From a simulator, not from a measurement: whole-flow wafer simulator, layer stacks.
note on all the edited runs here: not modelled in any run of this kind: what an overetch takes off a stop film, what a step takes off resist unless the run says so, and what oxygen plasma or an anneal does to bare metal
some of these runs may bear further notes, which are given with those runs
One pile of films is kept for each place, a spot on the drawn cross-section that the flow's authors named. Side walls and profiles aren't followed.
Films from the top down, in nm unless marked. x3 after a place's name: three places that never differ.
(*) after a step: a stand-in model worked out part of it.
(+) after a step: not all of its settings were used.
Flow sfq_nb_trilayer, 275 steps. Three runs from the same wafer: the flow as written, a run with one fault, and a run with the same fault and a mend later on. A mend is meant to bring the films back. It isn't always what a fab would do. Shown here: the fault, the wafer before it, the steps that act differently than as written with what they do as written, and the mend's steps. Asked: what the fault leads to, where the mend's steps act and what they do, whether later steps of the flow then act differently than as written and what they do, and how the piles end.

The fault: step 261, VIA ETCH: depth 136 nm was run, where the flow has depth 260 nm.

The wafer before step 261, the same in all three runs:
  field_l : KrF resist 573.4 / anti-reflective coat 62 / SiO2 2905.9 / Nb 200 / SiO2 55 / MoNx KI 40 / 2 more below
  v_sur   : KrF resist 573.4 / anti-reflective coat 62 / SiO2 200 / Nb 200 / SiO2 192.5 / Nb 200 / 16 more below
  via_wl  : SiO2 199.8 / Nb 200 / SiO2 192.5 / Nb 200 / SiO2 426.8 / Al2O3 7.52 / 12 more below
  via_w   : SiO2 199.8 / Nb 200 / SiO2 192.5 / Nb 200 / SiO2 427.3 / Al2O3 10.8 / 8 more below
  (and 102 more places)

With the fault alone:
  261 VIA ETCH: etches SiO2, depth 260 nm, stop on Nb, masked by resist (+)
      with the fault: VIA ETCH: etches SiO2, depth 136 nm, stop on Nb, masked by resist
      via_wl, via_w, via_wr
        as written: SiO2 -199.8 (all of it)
        with the fault: SiO2 -136
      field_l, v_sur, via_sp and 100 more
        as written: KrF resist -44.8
        with the fault: KrF resist -23.4
  Later steps of the flow that act differently than as written (3 more steps differ only slightly, by at most 2% or 0.5 nm, whichever is larger, and aren't shown):
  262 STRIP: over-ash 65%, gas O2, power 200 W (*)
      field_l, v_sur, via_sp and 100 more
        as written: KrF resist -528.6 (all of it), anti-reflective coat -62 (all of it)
        with the fault: KrF resist -550 (all of it), anti-reflective coat -62 (all of it)
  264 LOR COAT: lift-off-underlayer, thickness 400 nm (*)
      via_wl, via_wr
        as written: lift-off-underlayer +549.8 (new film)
        with the fault: lift-off-underlayer +502 (new film)
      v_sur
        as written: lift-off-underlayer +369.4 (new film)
        with the fault: lift-off-underlayer +379.2 (new film)
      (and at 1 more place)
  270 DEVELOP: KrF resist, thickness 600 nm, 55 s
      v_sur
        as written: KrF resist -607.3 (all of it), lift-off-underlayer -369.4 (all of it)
        with the fault: KrF resist -604.6 (all of it), lift-off-underlayer -379.2 (all of it)
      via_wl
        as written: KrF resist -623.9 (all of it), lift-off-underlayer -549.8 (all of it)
        with the fault: KrF resist -615.8 (all of it), lift-off-underlayer -502 (all of it)
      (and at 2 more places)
  At the end the piles differ from the flow's by more than 2% or 0.5 nm, whichever is larger, at via_wl, via_w, via_wr.
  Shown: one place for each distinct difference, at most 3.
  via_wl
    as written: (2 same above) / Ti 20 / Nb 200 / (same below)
    with the fault: (2 same above) / Ti 20 / SiO2 63.8 / Nb 200 / (same below)

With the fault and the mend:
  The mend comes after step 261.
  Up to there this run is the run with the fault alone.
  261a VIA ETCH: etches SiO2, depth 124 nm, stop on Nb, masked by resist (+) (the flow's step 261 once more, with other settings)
      field_l, v_sur, via_sp and 100 more
        KrF resist -16.5
      via_wl, via_w, via_wr
        SiO2 -63.8 (all of it)
  No later step of the flow acts differently than as written, at any place that is followed, by more than 2% or 0.5 nm, whichever is larger.
  At the end the piles are the same as the flow's at every place that both follow.
